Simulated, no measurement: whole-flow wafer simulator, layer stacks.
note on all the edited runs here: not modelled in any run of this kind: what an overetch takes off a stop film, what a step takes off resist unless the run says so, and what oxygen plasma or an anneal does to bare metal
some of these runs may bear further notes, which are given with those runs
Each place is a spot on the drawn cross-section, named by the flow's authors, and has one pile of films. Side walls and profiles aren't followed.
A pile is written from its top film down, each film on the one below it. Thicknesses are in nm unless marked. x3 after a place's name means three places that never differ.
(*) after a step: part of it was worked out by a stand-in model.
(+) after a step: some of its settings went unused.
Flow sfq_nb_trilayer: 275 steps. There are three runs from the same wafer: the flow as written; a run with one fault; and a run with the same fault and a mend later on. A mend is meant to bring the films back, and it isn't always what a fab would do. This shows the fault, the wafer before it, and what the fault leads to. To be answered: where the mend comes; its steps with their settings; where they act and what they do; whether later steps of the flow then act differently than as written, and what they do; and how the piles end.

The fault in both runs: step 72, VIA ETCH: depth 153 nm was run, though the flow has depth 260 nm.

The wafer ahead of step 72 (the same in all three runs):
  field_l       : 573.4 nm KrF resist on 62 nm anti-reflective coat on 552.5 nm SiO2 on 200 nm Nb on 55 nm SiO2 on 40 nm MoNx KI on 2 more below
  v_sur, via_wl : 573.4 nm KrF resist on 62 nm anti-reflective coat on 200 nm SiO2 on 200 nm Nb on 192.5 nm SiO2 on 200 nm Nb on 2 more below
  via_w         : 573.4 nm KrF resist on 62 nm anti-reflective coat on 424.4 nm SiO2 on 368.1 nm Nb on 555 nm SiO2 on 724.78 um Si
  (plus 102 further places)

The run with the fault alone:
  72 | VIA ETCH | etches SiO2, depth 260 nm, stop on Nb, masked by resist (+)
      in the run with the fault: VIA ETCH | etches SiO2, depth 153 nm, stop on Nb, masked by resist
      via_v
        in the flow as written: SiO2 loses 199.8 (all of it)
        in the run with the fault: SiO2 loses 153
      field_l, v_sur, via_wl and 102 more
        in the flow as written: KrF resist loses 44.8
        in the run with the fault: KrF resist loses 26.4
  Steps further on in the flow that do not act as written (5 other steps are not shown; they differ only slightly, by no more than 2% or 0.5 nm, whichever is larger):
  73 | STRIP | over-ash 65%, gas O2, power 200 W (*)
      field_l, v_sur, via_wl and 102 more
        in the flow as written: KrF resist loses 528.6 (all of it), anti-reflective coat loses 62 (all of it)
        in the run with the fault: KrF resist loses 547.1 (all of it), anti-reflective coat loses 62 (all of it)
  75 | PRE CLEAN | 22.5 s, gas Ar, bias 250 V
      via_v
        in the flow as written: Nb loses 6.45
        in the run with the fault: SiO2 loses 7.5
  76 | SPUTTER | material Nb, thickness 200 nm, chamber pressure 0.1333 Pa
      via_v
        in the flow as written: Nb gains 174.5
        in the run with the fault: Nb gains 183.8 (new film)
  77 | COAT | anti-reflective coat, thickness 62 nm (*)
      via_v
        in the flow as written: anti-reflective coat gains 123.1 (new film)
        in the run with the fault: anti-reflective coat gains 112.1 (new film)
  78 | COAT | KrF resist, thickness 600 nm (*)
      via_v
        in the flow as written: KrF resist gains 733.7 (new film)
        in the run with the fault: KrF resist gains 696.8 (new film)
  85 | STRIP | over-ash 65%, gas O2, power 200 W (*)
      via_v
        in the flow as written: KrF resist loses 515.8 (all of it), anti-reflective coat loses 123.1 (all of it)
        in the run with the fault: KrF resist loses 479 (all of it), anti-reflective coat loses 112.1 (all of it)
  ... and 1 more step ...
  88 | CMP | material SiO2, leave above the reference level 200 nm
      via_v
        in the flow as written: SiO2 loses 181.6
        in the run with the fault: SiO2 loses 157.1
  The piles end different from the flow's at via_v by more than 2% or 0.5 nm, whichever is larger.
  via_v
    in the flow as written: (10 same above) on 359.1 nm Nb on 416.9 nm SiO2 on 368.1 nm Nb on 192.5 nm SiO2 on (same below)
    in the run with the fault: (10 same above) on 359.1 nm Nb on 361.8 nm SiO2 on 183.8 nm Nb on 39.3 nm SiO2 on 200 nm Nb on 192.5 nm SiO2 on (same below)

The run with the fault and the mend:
  The mend stands after step 73.
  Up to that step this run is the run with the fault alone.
  73a | COAT | anti-reflective coat, thickness 62 nm (*) (the flow's step 65 again)
      p4_fl x3, p4_w1 x9, p4_g1 x2 and 63 more
        anti-reflective coat gains 62 (new film)
      r_sur, res, r_end and 8 more
        anti-reflective coat gains 61.8 (new film)
      c5j, ce_r, sp_r, be_r
        anti-reflective coat gains 61.7 (new film)
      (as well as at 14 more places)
  73b | COAT | KrF resist, thickness 650 nm (*) (the flow's step 66 again)
      p4_fl x3, p4_w1 x9, p4_g1 x2 and 63 more
        KrF resist gains 650 (new film)
      ln_m5, lsp_m, ln_m6, lsp_r, l0_sur, l0v
        KrF resist gains 649.7 (new film)
      r_end, moat, field_r, lsp_l
        KrF resist gains 649.6 (new film)
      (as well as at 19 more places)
  73c | SOFTBAKE | KrF resist (the flow's step 67 again)
      does not change any film at any place that is followed
  73d | EXPOSE | photomask I1, dose 11.91 mJ/cm2, NA 0.6, wavelength 248 nm (*) (the flow's step 68 again)
      does not change any film at any place that is followed
  73e | PEB | KrF resist, 90 s (the flow's step 69 again)
      c5j, ce_r, sp_r and 90 more
        KrF resist loses 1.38
      field_l, v_sur, via_wl and 8 more
        KrF resist loses 1.37
      via_wr
        KrF resist loses 1.36
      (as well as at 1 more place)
  73f | DEVELOP | KrF resist, thickness 650 nm, 60 s (the flow's step 70 again)
      field_l, v_sur, via_wl and 102 more
        KrF resist loses 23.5
      via_v
        KrF resist loses 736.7 (all of it)
  73g | VIA ETCH | etches anti-reflective coat, depth 125 nm, masked by resist (+) (the flow's step 71 again)
      field_l, v_sur, via_wl and 102 more
        KrF resist loses 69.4
      via_v
        anti-reflective coat loses 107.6 (all of it)
  73h | VIA ETCH | etches SiO2, depth 107 nm, stop on Nb, masked by resist (+) (the flow's step 72 again, with other settings)
      field_l, v_sur, via_wl and 102 more
        KrF resist loses 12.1
      via_v
        SiO2 loses 46.8 (all of it)
  73i | STRIP | over-ash 65%, gas O2, power 200 W (*) (the flow's step 73 again)
      p4_fl x3, p4_w1 x9, p4_g1 x2 and 63 more
        KrF resist loses 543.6 (all of it), anti-reflective coat loses 62 (all of it)
      moat, field_r, lsp_l, ln_m5, lsp_m
        KrF resist loses 543.2 (all of it), anti-reflective coat loses 61.8 (all of it)
      ln_m6, lsp_r, l0_sur
        KrF resist loses 543.3 (all of it), anti-reflective coat loses 61.8 (all of it)
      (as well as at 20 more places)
  Every later step of the flow that is run acts as written, at every place that is followed, to within 2% or 0.5 nm, whichever is larger.
  The piles end only slightly different from the flow's at the places that both follow, by no more than 2% or 0.5 nm, whichever is larger.
